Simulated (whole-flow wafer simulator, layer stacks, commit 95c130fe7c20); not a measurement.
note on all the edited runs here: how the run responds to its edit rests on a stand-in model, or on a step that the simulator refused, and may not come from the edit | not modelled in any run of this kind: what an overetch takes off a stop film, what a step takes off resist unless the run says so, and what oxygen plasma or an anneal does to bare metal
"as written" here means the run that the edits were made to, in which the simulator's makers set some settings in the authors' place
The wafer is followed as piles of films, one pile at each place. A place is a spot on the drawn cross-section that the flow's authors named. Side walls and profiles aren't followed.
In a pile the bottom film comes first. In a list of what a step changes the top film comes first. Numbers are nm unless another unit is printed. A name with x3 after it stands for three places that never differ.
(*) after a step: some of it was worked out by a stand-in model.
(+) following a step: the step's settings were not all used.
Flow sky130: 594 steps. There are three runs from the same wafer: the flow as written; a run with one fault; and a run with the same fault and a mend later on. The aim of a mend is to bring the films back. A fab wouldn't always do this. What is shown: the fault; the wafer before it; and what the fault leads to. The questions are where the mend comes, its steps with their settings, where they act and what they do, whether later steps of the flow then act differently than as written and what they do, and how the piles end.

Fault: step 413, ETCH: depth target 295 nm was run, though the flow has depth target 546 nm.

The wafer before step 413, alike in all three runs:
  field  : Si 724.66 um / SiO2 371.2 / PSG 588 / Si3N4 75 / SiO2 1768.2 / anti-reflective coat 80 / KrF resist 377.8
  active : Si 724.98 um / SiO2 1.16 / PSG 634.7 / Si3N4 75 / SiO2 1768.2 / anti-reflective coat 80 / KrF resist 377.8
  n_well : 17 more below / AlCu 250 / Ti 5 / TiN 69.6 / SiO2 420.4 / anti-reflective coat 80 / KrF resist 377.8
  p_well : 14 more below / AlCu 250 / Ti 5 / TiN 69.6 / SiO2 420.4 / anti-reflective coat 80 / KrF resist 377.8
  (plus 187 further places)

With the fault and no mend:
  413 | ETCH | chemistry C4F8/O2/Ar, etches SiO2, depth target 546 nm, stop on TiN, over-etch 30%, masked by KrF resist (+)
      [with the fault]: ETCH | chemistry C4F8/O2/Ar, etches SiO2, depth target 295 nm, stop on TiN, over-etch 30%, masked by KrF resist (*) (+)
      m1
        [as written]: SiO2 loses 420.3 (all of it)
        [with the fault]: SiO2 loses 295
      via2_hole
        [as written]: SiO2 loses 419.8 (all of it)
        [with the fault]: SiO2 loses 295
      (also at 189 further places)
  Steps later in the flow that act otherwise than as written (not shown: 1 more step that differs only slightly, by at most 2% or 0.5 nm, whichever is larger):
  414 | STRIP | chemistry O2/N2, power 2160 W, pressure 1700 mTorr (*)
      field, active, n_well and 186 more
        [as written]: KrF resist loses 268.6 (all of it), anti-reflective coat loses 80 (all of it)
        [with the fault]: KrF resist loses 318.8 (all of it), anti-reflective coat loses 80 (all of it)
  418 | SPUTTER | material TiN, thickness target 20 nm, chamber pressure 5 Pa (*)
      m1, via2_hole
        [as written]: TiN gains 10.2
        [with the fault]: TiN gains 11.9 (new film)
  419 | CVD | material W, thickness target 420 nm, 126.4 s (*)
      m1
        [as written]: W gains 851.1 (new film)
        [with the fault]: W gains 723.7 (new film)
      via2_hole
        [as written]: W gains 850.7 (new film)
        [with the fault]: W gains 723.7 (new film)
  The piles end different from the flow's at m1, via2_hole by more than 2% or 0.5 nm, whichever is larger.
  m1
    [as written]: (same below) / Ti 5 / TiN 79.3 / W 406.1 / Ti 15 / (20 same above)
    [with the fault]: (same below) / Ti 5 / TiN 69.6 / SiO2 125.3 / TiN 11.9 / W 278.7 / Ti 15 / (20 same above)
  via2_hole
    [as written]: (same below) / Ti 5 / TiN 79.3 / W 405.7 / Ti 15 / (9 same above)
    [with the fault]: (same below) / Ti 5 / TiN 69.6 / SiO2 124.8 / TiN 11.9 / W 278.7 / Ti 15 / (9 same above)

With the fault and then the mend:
  The mend follows step 413.
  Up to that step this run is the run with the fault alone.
  413a | ETCH | chemistry C4F8/O2/Ar, etches SiO2, depth target 251 nm, stop on TiN, over-etch 30%, masked by KrF resist (+) (the flow's step 413 again, with other settings)
      field, active, n_well and 186 more
        KrF resist loses 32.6
      m1
        SiO2 loses 125.3 (all of it)
      via2_hole
        SiO2 loses 124.8 (all of it)
  Steps later in the flow that act otherwise than as written:
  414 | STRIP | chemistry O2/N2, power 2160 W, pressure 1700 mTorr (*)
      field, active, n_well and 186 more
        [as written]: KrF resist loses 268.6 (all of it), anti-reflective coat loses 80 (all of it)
        [with the mend]: KrF resist loses 286.3 (all of it), anti-reflective coat loses 80 (all of it)
  At every place that both follow, the piles at the end match the flow's.
